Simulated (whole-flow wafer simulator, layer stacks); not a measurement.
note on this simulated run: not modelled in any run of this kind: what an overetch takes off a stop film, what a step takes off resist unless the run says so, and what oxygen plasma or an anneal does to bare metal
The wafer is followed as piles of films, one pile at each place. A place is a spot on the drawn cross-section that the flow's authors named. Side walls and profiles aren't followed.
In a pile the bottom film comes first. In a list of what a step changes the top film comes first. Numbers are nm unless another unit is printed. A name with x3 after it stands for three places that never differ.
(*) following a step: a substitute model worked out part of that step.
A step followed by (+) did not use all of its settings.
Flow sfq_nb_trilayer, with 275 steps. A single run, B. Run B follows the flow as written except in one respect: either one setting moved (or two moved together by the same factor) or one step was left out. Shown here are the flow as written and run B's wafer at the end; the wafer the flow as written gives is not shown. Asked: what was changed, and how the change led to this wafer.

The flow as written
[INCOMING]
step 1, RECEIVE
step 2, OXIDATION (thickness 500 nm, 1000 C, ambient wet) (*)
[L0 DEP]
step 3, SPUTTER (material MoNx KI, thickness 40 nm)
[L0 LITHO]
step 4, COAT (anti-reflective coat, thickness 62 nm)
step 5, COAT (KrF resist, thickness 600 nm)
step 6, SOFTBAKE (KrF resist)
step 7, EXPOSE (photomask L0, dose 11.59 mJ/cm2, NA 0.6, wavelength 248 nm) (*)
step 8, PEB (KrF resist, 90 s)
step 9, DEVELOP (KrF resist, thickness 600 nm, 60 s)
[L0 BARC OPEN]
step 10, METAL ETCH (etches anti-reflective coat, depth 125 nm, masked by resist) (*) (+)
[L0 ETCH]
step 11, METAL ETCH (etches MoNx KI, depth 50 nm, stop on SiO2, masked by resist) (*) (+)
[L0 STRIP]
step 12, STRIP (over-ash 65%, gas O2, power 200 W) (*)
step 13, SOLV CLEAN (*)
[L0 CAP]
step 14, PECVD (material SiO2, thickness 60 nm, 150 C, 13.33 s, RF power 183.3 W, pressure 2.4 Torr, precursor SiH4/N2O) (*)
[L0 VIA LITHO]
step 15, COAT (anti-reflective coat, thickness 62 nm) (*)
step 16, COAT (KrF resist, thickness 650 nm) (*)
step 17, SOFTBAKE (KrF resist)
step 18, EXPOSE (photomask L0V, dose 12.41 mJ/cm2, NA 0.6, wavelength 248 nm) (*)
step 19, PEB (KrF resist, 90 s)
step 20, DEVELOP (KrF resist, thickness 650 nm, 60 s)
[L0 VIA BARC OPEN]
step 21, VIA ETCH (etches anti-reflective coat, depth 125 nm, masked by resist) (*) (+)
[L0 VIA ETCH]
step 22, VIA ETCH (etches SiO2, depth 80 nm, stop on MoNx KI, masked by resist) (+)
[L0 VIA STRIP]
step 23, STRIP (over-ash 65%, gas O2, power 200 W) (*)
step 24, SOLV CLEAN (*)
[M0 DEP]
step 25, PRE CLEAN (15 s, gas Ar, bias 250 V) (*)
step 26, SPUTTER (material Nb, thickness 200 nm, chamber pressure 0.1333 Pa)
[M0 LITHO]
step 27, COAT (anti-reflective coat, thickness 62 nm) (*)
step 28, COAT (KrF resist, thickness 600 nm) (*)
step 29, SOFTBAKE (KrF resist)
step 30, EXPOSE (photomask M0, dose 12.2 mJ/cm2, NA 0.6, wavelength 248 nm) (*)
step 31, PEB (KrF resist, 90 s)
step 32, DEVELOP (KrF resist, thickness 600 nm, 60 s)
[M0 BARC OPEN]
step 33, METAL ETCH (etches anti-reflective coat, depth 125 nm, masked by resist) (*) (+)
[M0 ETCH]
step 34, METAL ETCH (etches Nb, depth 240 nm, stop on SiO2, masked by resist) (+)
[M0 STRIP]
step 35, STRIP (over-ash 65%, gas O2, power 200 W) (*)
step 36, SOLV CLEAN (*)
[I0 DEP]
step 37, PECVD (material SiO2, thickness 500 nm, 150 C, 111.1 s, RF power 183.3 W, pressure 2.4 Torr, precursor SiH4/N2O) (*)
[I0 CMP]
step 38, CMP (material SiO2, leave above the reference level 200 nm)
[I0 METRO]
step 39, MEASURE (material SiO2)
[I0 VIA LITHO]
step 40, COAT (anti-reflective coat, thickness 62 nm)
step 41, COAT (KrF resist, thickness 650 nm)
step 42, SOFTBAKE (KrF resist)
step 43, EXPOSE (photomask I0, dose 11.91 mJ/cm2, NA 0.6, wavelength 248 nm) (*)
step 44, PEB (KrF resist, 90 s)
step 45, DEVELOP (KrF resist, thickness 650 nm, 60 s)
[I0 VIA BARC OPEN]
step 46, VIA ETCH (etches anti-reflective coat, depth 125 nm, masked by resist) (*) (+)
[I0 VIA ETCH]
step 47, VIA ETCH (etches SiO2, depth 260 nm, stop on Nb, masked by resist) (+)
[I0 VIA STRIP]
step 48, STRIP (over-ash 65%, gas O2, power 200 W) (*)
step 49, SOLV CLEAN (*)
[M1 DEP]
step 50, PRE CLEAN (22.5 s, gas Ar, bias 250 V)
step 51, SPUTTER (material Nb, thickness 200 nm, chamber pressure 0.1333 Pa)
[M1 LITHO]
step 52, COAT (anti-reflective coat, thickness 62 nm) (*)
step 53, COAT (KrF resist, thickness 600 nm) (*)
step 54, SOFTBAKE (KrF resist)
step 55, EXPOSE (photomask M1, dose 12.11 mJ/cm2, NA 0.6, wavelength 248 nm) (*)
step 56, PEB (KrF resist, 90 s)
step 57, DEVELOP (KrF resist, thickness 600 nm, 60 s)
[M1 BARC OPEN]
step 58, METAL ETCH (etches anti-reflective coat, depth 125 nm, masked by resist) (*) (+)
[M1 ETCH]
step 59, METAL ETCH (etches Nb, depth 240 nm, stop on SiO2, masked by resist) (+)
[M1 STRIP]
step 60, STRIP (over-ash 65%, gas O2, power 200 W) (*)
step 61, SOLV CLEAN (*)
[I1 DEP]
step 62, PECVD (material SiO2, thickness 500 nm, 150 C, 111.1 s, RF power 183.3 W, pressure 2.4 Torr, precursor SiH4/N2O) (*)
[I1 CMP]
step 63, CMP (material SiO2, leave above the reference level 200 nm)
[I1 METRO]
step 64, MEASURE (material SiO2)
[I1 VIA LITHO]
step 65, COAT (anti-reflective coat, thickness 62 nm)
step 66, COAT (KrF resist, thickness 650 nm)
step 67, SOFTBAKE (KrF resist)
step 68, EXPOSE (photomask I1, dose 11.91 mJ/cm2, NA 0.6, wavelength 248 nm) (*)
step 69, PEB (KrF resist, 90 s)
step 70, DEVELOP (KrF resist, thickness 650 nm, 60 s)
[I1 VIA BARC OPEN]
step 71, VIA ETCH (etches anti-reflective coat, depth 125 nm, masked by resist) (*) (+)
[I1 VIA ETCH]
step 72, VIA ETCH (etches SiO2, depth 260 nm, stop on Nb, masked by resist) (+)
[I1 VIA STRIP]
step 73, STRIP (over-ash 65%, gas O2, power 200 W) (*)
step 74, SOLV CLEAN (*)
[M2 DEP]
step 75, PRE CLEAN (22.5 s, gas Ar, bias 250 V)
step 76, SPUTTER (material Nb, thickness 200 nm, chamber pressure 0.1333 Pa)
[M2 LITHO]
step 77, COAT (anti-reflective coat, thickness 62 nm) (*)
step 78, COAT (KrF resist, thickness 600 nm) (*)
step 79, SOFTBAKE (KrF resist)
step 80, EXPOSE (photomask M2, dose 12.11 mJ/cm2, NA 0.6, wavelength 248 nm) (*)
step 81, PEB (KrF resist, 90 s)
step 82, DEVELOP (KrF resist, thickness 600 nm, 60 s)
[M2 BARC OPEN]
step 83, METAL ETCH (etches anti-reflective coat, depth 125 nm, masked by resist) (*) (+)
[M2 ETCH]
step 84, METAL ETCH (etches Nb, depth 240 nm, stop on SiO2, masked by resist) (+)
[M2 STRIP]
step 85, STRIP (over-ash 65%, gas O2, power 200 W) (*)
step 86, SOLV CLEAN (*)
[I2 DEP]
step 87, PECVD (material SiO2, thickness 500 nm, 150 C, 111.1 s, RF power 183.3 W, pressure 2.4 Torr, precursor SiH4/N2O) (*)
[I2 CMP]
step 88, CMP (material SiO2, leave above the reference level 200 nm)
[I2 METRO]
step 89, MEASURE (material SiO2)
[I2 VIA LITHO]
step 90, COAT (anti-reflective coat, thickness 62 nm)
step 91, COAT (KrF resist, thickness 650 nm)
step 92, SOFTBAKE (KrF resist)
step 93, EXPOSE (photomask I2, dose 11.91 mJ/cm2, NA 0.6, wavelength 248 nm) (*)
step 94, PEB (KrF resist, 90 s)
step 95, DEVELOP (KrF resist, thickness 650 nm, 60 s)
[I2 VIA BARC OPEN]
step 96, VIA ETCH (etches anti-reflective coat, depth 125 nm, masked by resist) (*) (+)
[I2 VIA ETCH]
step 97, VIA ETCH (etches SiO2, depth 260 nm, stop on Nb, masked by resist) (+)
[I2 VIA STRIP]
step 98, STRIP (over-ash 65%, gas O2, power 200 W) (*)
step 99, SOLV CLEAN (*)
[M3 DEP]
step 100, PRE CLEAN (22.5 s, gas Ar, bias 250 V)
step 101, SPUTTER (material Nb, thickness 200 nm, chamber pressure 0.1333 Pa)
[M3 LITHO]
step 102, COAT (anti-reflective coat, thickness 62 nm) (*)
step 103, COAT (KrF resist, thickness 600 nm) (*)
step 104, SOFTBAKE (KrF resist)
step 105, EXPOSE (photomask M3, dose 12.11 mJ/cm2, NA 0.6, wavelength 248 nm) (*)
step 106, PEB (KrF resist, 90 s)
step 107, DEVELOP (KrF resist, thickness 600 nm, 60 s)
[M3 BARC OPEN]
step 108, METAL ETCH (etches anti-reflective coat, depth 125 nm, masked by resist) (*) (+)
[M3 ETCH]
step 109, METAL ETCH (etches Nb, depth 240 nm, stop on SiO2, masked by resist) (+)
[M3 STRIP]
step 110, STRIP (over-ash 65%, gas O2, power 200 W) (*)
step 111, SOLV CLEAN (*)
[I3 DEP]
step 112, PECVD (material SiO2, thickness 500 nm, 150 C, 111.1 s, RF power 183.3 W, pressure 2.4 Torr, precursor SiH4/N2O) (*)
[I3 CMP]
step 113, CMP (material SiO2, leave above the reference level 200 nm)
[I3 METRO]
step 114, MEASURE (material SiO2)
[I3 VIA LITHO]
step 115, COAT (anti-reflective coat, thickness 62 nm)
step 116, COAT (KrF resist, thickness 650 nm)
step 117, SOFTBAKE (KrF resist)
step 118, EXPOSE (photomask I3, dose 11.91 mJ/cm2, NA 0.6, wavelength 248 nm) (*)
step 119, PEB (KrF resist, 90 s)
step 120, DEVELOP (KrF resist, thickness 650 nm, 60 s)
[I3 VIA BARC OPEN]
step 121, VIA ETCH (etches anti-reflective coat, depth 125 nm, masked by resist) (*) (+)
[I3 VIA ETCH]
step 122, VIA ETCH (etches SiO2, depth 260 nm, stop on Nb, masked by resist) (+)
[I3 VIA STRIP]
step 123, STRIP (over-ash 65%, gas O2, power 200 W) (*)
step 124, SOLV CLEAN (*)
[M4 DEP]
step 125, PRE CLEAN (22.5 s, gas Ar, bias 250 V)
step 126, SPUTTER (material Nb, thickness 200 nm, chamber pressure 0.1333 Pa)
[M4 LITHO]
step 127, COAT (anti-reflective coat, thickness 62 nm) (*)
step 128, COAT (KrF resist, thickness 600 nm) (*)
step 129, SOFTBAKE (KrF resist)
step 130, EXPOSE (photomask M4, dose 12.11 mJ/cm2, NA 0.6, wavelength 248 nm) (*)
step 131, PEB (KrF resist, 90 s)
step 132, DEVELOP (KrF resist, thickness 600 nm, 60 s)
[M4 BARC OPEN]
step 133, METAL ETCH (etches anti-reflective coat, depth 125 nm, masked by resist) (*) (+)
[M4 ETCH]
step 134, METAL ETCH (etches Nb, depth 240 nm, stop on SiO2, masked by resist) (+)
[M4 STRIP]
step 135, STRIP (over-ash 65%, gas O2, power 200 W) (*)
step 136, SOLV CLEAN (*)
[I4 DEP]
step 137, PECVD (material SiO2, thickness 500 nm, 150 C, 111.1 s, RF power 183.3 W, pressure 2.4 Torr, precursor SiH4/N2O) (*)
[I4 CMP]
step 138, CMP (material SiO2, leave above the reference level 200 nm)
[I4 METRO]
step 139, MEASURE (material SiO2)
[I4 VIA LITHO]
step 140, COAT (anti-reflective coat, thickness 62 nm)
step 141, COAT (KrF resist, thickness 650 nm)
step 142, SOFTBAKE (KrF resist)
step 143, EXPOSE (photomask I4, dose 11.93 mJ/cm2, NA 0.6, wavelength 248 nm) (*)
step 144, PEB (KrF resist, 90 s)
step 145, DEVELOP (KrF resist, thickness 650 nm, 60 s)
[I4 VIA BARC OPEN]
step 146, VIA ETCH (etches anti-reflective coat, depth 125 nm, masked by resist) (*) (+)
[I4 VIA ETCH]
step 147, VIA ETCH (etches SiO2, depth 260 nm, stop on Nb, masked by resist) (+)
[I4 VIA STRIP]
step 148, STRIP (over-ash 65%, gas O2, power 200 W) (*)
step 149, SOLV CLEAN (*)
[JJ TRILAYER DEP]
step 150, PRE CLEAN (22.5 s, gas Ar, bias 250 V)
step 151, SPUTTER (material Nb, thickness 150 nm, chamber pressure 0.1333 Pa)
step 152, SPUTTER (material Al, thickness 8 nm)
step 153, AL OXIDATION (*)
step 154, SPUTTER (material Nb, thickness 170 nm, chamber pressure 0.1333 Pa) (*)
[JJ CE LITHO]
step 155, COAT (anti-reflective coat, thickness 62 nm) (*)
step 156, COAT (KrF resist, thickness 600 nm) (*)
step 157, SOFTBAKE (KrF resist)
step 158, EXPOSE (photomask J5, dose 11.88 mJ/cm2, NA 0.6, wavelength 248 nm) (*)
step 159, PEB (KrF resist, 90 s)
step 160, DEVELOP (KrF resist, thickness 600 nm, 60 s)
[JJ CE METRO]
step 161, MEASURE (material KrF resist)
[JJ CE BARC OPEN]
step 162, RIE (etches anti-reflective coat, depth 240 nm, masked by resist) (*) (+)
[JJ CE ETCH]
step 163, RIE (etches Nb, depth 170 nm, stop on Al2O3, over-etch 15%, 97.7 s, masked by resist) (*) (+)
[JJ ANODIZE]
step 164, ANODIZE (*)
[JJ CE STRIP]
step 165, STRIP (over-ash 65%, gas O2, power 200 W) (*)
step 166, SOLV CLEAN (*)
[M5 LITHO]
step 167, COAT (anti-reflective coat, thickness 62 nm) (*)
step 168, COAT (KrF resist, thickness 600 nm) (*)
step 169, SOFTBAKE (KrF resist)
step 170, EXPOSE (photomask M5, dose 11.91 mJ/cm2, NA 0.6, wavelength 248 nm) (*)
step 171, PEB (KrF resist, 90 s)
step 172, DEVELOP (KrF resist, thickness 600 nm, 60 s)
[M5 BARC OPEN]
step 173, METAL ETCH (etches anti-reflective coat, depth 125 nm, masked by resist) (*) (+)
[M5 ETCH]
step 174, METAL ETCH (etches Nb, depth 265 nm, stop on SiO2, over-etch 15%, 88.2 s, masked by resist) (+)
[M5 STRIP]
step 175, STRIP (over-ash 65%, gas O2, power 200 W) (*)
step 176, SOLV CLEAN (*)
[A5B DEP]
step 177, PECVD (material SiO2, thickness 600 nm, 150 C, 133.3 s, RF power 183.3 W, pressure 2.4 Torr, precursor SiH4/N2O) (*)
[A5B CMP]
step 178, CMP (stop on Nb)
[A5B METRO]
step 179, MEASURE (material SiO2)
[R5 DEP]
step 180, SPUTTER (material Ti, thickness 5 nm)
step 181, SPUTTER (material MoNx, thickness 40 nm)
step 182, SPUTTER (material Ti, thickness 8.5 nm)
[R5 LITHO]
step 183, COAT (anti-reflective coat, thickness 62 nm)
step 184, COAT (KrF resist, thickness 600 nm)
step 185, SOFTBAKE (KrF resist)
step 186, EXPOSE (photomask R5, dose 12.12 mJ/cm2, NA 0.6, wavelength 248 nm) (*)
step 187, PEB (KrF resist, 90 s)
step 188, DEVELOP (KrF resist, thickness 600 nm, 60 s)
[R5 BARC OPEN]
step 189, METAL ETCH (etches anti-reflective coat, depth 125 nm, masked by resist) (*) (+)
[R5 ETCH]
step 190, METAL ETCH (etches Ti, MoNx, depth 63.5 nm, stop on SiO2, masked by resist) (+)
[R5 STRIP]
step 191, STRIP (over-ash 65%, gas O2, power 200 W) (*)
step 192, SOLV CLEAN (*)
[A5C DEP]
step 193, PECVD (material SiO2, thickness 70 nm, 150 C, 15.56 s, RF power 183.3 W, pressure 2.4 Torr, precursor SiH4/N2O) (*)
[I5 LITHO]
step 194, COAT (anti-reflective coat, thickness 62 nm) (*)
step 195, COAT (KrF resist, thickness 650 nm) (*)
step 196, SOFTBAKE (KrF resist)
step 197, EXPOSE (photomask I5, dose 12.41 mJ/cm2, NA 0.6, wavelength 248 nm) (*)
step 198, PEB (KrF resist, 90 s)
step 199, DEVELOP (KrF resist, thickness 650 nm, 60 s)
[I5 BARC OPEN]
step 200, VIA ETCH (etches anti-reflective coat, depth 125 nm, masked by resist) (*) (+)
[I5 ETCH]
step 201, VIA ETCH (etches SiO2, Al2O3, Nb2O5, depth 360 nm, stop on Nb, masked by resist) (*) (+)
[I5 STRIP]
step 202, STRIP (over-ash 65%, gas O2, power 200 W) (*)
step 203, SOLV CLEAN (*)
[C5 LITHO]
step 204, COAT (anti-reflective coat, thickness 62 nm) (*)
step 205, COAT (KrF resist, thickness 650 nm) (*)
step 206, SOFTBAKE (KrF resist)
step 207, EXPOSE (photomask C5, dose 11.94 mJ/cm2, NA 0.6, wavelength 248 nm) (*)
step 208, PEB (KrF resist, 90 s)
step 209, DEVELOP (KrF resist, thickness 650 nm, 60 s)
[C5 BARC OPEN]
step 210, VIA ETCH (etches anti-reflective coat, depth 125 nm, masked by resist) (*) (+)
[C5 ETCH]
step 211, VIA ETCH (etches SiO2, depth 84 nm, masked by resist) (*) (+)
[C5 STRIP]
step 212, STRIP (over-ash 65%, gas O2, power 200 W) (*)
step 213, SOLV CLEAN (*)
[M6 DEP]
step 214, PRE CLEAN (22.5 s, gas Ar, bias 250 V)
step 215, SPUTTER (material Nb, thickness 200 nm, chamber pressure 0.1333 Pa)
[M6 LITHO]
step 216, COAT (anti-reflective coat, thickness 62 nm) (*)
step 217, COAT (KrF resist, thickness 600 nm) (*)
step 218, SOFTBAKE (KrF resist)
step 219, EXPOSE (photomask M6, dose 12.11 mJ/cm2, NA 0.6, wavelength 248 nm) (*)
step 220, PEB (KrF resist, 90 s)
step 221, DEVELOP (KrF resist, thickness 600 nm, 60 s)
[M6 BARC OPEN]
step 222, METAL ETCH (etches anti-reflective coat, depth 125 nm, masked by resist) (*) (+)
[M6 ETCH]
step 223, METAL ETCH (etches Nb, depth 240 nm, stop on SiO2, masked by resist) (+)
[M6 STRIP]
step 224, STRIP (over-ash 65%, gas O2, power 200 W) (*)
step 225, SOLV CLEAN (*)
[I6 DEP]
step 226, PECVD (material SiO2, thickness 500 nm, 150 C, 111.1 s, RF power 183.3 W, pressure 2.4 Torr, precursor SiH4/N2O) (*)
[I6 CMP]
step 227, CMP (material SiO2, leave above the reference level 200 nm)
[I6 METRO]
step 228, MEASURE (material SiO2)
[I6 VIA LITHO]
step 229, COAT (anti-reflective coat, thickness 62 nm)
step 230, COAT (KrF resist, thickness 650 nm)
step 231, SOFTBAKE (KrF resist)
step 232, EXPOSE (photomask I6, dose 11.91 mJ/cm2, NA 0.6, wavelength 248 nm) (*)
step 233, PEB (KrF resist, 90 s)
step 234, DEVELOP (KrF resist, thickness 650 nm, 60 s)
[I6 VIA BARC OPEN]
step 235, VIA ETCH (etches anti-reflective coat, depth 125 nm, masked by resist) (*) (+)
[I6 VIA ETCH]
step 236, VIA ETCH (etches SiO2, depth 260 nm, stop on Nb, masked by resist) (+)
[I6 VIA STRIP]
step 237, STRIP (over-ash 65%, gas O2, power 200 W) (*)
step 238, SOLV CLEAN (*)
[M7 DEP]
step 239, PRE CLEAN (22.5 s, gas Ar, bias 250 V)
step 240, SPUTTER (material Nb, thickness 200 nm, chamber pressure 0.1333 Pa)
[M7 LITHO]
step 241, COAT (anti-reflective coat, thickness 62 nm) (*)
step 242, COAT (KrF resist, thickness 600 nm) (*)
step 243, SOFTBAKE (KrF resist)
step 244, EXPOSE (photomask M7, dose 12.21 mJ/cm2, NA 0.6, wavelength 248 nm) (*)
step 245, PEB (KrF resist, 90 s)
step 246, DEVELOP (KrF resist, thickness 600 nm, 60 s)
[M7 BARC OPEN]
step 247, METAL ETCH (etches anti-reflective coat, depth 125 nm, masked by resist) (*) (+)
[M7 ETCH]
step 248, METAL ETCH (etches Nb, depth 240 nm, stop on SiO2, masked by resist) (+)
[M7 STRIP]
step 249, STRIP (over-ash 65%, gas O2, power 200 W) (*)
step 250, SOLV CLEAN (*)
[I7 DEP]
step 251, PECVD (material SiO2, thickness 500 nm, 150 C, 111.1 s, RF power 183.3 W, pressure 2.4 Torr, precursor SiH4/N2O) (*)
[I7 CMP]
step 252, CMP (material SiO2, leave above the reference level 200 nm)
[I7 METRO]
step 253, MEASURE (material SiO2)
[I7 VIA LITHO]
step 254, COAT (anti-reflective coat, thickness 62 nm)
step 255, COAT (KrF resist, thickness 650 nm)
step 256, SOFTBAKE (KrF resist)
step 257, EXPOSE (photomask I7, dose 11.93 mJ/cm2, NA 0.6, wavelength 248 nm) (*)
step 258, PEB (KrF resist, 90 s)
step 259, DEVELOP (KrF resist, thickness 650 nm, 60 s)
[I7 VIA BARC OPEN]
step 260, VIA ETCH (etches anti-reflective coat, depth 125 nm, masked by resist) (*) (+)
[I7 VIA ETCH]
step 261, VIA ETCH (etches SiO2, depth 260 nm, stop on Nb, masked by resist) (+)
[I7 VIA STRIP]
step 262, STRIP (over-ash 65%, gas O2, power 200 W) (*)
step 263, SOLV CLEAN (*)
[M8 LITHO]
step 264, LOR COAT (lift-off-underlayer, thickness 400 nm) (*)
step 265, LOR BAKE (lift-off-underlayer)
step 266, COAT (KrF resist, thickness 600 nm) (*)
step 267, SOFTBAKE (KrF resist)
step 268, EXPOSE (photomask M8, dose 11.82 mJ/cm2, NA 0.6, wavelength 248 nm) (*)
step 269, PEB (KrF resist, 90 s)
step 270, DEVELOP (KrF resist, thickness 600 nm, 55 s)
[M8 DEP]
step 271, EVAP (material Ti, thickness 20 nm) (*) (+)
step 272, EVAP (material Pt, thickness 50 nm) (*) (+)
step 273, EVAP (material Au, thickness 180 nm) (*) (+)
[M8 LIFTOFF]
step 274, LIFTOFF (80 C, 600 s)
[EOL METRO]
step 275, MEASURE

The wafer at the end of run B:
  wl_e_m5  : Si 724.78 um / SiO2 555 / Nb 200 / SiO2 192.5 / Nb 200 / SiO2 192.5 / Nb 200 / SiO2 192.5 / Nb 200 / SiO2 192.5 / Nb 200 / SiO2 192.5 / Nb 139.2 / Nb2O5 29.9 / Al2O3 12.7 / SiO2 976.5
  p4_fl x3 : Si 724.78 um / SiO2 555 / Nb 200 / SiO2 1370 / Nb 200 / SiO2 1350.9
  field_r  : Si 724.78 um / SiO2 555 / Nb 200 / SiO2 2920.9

The reason: step 240, SPUTTER: thickness 175 nm was run, whereas the flow has thickness 200 nm.

The path from the change to this, step by step:
  step 240, SPUTTER (material Nb, thickness 200 nm, chamber pressure 0.1333 Pa)
      field_l, v_sur, via_wl and 102 more: Nb gains 175 (new film) (in the flow as written it would be: Nb gains 200 (new film))
      via_v: Nb gains 140.9 (in the flow as written it would be: Nb gains 161.1)
  step 248, METAL ETCH (etches Nb, depth 240 nm, stop on SiO2, masked by resist) (+)
      field_l, field_r, lsp_l and 62 more: Nb loses 175 (all of it) (in the flow as written it would be: Nb loses 200 (all of it))
  step 251, PECVD (material SiO2, thickness 500 nm, 150 C, 111.1 s, RF power 183.3 W, pressure 2.4 Torr, precursor SiH4/N2O) (*)
      m7r_space_l x2: SiO2 gains 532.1 (in the flow as written it would be: SiO2 gains 557.1)
  step 252, CMP (material SiO2, leave above the reference level 200 nm)
      field_l, p4_fl x3, p4_w1 x9 and 46 more: SiO2 loses 125 (in the flow as written it would be: SiO2 loses 100)
      field_r, lsp_l: SiO2 loses 105.5 (in the flow as written it would be: SiO2 loses 77.7)
      (also at 2 further places)
